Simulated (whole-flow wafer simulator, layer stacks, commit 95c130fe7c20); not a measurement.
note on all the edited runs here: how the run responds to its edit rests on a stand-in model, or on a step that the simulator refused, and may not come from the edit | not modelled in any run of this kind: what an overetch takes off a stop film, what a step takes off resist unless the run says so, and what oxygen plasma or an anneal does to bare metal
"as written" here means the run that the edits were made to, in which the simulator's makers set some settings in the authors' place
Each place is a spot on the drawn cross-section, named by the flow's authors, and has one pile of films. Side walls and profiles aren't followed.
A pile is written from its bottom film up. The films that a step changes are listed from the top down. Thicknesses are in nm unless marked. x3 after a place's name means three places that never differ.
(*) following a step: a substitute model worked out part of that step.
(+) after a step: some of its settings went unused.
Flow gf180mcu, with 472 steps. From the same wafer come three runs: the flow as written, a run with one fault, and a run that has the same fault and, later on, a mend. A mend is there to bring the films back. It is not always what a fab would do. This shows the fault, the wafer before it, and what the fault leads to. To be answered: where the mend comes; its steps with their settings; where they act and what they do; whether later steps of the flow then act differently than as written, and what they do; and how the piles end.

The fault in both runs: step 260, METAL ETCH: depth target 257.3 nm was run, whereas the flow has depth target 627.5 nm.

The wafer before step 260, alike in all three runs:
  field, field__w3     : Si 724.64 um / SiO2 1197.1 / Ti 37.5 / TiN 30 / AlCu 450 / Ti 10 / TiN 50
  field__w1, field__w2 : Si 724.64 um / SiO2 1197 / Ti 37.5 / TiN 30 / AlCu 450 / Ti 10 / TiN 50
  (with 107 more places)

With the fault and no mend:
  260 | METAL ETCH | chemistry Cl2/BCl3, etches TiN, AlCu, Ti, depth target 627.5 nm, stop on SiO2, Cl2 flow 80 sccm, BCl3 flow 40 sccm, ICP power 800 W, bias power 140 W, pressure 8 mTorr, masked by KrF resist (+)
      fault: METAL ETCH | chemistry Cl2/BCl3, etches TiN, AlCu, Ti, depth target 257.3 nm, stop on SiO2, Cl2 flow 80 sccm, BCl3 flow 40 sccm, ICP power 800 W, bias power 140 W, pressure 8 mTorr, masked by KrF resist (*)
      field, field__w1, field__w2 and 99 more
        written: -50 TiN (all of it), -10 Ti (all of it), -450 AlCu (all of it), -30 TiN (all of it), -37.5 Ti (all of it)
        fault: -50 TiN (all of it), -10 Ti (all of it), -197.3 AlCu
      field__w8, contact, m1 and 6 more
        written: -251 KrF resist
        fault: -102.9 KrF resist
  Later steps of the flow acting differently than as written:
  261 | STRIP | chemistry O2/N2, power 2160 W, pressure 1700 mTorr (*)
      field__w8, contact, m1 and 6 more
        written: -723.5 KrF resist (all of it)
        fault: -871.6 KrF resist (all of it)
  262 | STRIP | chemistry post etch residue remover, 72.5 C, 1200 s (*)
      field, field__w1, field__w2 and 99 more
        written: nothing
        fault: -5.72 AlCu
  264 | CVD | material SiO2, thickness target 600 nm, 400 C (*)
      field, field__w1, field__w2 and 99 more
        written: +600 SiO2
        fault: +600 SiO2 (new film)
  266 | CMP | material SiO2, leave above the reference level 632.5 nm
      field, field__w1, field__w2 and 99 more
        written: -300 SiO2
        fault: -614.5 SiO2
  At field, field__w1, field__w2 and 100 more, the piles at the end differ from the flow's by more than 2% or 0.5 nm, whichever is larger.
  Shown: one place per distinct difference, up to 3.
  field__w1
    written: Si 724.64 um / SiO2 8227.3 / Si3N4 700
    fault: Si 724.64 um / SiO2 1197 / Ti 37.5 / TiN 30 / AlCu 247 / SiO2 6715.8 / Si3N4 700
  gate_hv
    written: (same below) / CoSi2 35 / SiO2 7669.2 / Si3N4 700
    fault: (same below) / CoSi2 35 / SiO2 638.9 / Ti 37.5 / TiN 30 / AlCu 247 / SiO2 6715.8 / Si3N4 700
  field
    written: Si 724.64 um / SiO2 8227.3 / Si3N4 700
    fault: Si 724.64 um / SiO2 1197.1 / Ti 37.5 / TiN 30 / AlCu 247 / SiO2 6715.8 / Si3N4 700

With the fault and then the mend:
  After step 260 comes the mend.
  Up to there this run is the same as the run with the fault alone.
  260a | METAL ETCH | chemistry Cl2/BCl3, etches TiN, AlCu, Ti, depth target 370.2 nm, stop on SiO2, Cl2 flow 80 sccm, BCl3 flow 40 sccm, ICP power 800 W, bias power 140 W, pressure 8 mTorr, masked by KrF resist (+) (the flow's step 260, run once more with other settings)
      field, field__w1, field__w2 and 99 more
        -252.7 AlCu (all of it), -30 TiN (all of it), -37.5 Ti (all of it)
      field__w8, contact, m1 and 6 more
        -148.1 KrF resist
  None of the later steps of the flow acts differently than as written at any place that is followed.
  At every place that both follow, the piles at the end match the flow's.
